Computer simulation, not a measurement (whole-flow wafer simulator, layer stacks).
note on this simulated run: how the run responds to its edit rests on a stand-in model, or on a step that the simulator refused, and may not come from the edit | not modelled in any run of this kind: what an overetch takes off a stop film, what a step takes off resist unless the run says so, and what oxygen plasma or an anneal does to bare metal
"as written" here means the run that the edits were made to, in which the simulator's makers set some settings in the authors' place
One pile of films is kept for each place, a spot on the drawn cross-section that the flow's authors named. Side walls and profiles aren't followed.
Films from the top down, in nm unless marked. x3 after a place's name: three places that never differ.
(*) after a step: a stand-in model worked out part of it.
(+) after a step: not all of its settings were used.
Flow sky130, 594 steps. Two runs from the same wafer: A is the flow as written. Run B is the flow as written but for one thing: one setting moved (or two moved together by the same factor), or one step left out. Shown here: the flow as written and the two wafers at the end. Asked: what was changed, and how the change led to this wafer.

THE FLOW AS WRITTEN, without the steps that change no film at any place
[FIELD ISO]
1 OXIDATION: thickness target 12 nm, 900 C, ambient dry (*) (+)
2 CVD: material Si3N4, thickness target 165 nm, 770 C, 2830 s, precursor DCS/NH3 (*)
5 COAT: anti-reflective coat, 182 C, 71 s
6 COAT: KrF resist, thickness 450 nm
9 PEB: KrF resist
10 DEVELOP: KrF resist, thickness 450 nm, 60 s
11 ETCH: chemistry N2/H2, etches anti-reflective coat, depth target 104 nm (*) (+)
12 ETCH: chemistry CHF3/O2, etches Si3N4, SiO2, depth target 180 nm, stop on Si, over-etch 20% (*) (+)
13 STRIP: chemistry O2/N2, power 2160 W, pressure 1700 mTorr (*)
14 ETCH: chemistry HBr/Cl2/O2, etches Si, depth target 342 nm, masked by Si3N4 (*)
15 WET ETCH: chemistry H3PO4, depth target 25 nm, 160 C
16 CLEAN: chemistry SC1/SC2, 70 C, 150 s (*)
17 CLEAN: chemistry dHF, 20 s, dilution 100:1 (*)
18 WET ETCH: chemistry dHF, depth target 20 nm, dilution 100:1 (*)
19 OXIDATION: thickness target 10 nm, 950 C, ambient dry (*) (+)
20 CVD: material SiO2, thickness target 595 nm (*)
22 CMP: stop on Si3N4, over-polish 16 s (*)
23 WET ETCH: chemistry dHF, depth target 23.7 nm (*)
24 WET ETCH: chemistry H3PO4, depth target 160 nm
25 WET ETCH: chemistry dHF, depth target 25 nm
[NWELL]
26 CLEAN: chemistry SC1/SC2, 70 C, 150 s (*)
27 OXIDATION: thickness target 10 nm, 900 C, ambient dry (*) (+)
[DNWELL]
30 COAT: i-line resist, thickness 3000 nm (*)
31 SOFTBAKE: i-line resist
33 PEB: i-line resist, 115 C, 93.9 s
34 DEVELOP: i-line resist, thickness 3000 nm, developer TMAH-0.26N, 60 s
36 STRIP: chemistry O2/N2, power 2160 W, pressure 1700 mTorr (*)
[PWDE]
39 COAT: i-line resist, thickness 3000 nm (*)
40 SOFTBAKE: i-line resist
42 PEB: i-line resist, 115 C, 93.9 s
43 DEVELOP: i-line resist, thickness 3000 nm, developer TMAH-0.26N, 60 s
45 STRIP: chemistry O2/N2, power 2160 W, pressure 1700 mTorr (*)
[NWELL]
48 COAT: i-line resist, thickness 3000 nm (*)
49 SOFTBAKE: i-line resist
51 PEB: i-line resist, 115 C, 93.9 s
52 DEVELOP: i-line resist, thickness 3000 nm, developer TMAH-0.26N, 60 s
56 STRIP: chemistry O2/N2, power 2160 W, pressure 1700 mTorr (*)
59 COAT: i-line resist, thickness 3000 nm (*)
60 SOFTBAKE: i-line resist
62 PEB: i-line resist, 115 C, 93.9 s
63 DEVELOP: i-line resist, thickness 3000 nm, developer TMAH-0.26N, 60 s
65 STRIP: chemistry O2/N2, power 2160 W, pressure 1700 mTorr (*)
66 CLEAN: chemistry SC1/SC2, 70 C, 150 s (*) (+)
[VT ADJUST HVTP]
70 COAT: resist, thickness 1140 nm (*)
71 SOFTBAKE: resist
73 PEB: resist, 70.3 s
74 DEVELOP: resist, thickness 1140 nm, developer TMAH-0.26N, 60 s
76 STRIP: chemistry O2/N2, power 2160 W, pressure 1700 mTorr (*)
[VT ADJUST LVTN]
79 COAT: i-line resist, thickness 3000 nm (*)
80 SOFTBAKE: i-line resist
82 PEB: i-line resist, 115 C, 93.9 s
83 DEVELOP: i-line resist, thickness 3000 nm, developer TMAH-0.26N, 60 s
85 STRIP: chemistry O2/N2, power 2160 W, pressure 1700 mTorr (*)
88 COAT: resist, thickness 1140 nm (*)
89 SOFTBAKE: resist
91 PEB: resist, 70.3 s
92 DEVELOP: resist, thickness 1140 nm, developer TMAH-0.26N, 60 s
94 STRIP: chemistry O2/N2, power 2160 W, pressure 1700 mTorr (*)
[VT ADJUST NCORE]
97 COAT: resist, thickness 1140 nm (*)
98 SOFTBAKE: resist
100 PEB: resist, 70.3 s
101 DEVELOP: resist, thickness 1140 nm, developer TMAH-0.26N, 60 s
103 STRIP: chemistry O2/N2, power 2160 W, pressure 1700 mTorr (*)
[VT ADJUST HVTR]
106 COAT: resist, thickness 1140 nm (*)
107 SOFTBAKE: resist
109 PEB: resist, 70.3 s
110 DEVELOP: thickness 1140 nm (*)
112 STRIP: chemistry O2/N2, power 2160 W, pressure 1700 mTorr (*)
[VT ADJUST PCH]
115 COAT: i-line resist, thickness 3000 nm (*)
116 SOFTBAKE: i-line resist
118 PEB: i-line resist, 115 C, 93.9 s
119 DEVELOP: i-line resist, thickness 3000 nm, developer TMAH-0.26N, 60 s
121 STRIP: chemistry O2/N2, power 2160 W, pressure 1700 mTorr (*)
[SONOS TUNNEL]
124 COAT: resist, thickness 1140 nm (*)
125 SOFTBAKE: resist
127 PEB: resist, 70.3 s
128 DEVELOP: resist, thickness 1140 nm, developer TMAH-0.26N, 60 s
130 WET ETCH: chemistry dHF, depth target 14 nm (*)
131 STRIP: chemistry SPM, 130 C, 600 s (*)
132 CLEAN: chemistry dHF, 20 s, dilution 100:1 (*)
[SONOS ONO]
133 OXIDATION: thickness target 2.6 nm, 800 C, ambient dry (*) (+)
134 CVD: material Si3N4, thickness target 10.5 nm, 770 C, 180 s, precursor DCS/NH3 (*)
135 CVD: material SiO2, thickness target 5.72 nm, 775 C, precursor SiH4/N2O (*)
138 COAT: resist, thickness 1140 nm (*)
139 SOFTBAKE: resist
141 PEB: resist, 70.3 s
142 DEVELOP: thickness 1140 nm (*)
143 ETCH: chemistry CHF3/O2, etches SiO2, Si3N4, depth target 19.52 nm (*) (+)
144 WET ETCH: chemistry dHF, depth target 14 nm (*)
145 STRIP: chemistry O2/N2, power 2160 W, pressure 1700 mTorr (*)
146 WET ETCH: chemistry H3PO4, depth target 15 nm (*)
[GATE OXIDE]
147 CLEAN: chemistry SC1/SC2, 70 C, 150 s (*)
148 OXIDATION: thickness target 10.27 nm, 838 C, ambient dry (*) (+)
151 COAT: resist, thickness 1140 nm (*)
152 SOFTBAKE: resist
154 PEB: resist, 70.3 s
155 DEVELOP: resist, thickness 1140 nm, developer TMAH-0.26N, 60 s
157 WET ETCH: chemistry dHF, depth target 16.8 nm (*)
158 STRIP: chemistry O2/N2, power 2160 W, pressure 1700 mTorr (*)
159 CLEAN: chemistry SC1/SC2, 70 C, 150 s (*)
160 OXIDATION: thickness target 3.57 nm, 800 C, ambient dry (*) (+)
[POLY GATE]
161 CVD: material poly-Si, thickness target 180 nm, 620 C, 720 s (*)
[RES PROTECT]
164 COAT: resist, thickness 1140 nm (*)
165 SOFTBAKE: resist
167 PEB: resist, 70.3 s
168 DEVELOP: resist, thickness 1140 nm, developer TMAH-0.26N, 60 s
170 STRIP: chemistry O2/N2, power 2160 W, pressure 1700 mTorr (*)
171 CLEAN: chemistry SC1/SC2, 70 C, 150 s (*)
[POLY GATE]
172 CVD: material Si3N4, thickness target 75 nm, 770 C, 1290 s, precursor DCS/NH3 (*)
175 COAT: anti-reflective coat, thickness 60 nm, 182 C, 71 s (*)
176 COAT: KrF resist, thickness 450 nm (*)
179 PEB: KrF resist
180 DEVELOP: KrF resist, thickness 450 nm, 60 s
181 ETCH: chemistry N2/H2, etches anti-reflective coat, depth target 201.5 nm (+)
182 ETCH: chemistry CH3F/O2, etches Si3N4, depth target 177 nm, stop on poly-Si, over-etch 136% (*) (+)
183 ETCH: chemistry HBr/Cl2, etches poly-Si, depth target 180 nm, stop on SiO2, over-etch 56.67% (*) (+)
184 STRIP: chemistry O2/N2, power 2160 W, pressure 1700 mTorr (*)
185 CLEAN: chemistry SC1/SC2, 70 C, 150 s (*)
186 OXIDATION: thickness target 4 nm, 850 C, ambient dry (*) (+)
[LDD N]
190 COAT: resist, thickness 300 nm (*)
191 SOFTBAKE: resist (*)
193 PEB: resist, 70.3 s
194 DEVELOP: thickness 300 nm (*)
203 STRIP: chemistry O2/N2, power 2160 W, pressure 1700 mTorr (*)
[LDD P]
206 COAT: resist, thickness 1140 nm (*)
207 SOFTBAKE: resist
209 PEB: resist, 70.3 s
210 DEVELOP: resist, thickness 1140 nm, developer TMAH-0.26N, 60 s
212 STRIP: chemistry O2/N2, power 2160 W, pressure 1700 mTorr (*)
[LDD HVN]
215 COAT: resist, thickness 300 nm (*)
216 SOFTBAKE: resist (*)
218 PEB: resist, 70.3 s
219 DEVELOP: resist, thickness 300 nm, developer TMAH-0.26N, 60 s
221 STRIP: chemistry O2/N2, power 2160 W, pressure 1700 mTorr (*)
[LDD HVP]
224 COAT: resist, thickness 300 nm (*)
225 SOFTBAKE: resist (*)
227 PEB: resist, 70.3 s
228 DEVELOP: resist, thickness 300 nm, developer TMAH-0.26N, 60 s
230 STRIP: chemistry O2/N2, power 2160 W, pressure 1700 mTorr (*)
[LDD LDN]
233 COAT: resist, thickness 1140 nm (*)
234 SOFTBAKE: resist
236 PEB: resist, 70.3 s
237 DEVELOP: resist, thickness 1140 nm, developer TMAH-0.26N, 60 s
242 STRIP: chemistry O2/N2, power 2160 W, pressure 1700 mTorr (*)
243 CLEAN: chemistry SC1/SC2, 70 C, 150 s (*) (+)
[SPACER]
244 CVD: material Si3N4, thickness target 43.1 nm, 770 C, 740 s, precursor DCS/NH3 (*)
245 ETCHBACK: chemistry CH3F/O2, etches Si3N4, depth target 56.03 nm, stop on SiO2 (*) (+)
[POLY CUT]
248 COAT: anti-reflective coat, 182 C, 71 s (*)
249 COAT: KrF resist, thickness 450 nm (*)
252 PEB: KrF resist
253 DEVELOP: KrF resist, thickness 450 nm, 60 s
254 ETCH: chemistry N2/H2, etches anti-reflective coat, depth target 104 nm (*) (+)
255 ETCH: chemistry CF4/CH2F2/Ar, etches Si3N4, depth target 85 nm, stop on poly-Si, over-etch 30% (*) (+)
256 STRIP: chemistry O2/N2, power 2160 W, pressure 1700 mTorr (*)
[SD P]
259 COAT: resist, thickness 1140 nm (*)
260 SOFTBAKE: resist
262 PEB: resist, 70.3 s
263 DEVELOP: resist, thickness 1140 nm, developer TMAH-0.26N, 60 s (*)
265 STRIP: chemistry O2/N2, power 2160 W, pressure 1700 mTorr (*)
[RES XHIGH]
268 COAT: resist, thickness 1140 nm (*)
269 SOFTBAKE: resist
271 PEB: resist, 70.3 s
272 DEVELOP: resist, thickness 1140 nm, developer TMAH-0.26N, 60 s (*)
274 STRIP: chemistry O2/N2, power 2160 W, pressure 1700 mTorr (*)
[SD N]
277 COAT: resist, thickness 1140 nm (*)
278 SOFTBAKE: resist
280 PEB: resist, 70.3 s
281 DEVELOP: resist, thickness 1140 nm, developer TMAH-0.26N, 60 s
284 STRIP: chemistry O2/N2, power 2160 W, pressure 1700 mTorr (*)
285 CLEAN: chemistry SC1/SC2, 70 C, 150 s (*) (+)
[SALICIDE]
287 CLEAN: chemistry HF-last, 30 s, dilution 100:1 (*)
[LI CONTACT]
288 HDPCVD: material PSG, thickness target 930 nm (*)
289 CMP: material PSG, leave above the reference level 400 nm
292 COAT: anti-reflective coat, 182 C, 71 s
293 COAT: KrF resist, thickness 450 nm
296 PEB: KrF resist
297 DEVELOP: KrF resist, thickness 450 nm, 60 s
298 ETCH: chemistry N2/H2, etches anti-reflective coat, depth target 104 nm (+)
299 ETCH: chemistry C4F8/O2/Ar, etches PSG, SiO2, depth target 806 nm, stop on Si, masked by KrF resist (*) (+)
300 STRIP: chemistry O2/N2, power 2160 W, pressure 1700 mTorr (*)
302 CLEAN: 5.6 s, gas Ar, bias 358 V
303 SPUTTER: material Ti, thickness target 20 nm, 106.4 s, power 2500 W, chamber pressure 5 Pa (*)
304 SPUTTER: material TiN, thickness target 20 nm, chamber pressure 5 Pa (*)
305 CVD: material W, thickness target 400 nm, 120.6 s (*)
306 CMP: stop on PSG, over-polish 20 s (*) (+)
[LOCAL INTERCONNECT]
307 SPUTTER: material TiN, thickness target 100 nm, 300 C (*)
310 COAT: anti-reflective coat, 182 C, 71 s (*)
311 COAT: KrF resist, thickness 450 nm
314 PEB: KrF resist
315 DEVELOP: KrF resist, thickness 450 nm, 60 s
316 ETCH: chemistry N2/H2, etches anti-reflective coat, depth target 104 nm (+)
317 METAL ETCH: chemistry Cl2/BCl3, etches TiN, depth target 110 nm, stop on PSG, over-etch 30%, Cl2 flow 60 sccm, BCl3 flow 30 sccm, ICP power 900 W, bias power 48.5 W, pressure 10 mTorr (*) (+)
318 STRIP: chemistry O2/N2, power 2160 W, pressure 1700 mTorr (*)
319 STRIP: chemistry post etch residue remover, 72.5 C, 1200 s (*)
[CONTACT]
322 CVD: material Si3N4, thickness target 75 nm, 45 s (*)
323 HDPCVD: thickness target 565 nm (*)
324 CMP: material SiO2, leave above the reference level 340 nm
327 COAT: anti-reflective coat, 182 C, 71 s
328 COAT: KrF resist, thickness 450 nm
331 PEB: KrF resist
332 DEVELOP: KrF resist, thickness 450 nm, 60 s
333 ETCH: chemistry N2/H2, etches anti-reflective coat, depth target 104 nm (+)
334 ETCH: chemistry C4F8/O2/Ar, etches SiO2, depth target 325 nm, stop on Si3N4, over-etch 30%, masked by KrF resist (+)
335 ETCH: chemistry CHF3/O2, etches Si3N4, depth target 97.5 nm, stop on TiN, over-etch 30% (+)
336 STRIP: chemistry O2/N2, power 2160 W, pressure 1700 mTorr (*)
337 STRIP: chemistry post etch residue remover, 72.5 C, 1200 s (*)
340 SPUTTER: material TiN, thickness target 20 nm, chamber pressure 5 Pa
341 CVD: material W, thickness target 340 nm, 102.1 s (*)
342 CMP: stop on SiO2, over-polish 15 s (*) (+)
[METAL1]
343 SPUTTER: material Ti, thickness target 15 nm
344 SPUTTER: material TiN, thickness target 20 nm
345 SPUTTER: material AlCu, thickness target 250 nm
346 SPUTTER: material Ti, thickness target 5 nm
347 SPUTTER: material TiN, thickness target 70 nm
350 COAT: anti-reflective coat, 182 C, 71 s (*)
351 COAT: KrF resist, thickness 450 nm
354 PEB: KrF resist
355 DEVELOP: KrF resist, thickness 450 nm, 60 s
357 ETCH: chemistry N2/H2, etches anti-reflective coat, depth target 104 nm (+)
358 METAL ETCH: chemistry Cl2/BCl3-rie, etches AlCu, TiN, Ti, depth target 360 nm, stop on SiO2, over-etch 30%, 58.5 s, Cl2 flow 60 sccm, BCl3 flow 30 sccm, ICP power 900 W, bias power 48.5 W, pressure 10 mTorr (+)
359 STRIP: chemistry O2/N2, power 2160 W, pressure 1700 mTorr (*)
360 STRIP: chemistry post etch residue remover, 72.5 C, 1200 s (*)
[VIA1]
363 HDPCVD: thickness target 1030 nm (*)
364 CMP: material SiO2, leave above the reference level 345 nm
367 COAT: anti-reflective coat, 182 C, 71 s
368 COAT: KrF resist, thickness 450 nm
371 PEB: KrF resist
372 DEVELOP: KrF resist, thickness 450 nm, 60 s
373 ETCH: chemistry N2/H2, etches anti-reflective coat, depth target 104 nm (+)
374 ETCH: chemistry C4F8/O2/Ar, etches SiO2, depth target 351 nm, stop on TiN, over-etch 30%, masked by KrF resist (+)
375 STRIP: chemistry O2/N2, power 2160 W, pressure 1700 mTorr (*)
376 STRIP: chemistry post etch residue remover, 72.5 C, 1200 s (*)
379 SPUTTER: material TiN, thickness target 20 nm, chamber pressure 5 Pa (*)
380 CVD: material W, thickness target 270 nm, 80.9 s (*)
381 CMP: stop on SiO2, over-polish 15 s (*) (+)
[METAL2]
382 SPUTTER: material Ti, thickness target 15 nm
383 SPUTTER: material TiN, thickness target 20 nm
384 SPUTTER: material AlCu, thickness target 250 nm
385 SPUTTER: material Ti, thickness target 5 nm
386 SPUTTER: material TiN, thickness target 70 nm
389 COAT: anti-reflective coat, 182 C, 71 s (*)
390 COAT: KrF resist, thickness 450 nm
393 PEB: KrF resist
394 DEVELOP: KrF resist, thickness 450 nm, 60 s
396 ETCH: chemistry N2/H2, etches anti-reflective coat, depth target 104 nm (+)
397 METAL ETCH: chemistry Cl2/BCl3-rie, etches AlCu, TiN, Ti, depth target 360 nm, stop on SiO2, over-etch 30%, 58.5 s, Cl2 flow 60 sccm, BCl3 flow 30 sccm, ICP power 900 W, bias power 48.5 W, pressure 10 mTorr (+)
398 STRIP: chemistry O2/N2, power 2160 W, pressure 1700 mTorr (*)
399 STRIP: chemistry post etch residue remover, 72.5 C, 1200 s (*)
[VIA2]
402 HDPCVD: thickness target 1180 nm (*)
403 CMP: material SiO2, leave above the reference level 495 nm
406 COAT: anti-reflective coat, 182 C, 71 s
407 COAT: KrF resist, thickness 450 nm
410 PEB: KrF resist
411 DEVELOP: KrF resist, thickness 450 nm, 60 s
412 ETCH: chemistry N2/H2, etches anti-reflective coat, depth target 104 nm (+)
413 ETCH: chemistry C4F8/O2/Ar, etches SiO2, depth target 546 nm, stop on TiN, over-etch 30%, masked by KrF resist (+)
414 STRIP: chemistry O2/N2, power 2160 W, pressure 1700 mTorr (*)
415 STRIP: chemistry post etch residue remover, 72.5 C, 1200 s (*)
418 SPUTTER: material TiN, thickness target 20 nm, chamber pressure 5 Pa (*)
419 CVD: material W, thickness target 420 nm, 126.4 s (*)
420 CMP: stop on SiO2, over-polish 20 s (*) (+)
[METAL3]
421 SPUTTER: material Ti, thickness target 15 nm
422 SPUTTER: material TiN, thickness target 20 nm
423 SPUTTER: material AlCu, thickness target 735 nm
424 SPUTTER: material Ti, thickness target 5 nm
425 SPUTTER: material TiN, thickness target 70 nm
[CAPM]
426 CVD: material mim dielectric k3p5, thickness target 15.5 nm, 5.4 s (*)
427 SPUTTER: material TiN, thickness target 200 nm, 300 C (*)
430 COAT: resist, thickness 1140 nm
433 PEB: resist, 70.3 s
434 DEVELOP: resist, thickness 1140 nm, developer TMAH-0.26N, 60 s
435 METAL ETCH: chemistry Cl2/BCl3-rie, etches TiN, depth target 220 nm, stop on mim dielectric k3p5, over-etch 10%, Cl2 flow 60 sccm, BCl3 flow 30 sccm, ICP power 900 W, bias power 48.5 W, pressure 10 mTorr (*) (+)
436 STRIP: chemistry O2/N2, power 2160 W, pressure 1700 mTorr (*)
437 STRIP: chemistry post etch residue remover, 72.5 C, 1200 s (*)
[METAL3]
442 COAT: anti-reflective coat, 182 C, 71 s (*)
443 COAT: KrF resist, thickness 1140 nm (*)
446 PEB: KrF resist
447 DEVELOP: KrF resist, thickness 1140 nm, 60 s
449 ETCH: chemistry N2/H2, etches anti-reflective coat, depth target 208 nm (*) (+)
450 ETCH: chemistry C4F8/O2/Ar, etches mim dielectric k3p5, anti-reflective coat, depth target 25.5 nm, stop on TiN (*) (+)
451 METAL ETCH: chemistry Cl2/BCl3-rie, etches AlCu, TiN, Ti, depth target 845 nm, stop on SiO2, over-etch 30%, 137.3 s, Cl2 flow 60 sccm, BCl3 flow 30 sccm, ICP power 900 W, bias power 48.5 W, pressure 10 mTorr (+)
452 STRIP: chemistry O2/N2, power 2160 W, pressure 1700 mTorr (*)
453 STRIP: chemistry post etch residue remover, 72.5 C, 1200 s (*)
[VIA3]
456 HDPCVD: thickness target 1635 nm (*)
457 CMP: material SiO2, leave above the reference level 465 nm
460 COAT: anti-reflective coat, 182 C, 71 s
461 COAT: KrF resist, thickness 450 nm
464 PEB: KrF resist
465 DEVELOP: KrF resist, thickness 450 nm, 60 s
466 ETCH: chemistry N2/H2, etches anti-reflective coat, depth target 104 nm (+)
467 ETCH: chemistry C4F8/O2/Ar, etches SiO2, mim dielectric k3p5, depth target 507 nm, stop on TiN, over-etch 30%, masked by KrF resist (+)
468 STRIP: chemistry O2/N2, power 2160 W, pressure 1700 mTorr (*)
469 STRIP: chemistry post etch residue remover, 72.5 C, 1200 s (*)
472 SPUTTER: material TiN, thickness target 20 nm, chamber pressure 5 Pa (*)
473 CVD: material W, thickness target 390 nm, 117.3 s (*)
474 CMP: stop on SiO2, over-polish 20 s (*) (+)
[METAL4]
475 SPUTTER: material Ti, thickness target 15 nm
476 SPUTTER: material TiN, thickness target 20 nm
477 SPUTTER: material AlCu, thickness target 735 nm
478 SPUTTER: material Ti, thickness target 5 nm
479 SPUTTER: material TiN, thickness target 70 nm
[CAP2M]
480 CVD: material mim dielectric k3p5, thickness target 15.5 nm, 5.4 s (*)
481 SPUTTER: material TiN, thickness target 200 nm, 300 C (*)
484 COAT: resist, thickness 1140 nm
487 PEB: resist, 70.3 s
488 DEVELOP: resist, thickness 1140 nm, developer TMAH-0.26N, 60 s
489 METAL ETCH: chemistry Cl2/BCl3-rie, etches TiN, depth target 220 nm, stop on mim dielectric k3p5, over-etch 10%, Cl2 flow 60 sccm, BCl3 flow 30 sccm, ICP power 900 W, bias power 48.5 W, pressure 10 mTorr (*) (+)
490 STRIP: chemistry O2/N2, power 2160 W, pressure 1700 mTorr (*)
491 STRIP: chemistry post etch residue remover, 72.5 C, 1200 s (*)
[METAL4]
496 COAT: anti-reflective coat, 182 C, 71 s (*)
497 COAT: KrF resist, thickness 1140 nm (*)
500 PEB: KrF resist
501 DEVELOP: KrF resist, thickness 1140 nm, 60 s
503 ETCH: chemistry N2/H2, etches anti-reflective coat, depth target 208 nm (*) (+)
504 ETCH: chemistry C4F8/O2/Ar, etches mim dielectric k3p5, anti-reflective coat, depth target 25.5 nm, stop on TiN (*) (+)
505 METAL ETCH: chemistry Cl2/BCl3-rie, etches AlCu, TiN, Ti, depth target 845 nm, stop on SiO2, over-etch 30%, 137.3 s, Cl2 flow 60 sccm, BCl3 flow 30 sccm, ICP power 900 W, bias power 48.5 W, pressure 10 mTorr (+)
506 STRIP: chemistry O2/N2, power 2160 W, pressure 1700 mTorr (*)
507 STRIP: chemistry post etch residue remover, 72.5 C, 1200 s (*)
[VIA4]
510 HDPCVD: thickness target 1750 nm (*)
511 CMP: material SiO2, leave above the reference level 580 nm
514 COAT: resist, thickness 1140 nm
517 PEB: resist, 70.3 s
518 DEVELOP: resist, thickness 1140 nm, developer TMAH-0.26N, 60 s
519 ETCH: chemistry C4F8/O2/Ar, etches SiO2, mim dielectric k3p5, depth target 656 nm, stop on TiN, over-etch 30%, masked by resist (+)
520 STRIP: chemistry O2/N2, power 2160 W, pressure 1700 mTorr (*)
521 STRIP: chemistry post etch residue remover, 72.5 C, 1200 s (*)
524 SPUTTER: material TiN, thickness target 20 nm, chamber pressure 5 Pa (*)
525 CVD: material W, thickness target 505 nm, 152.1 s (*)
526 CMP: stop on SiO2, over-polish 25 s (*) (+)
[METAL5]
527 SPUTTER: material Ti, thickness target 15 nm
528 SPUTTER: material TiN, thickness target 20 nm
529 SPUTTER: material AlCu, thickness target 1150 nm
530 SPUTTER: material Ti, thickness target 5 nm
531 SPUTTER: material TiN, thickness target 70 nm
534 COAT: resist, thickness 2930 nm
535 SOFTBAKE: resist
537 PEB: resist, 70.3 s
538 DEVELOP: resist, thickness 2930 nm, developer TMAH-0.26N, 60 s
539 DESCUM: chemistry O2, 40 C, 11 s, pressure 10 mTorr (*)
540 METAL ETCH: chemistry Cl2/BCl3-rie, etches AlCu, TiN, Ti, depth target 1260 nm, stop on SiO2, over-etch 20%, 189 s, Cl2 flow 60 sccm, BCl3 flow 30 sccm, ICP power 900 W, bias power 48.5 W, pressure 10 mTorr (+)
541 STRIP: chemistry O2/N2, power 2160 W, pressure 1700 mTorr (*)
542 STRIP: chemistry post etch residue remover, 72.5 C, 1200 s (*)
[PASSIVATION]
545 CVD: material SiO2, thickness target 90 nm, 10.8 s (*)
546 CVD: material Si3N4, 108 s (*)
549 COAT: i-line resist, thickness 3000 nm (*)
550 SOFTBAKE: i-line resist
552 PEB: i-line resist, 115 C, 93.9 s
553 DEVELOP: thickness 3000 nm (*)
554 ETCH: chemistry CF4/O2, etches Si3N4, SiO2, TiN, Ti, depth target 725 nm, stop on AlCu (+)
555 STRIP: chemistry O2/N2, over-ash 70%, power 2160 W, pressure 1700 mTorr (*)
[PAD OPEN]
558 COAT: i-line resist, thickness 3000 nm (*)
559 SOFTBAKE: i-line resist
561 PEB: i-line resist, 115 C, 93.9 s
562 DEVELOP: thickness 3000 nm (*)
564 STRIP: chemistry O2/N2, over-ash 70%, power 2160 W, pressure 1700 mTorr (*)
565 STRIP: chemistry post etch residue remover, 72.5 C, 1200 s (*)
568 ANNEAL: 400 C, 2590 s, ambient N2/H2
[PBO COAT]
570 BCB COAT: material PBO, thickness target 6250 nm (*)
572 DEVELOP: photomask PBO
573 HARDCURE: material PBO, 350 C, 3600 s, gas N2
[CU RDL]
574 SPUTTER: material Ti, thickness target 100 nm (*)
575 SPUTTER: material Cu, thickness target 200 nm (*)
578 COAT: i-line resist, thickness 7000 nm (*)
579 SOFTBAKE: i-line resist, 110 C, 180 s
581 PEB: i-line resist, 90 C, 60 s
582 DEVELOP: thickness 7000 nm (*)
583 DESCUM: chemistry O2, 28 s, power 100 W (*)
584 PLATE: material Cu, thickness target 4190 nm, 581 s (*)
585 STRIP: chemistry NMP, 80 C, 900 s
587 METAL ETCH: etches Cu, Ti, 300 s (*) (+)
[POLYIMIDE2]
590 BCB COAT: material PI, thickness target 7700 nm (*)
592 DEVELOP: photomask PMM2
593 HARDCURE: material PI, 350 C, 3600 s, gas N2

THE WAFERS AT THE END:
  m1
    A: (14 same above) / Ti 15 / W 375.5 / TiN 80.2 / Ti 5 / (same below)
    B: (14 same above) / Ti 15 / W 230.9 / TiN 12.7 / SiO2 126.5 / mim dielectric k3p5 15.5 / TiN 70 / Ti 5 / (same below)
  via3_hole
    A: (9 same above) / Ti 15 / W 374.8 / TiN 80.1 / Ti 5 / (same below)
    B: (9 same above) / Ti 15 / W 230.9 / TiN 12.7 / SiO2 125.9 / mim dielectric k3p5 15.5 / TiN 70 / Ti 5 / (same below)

The cause: step 467, ETCH: depth target 248 nm was run, where the flow has depth target 507 nm.

How the change led to this, step by step:
  467 ETCH: chemistry C4F8/O2/Ar, etches SiO2, mim dielectric k3p5, depth target 507 nm, stop on TiN, over-etch 30%, masked by KrF resist (+)
      m1: A SiO2 -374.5 (all of it), mim dielectric k3p5 -15.5 (all of it) | B SiO2 -248
      via3_hole: A SiO2 -373.9 (all of it), mim dielectric k3p5 -15.5 (all of it) | B SiO2 -248
      (and at 190 more places)
  468 STRIP: chemistry O2/N2, power 2160 W, pressure 1700 mTorr (*)
      field, active, n_well and 187 more: A KrF resist -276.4 (all of it), anti-reflective coat -80 (all of it) | B KrF resist -328.2 (all of it), anti-reflective coat -80 (all of it)
  472 SPUTTER: material TiN, thickness target 20 nm, chamber pressure 5 Pa (*)
      m1, via3_hole: A TiN +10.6 | B TiN +12.7 (new film)
  473 CVD: material W, thickness target 390 nm, 117.3 s (*)
      m1: A W +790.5 (new film) | B W +645.9 (new film)
      via3_hole: A W +789.9 (new film) | B W +645.9 (new film)
Counting metal films that touch as one body, m1 has 3 bodies (between them, from the top down: SiO2 126.5 / mim dielectric k3p5 15.5; SiO2 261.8 / Si3N4 75); the flow as written gives 2 bodies (between them, from the top down: SiO2 261.8 / Si3N4 75).
Counting metal films that touch as one body, via3_hole has 2 bodies (between them, from the top down: SiO2 125.9 / mim dielectric k3p5 15.5); the flow as written gives 1 body.
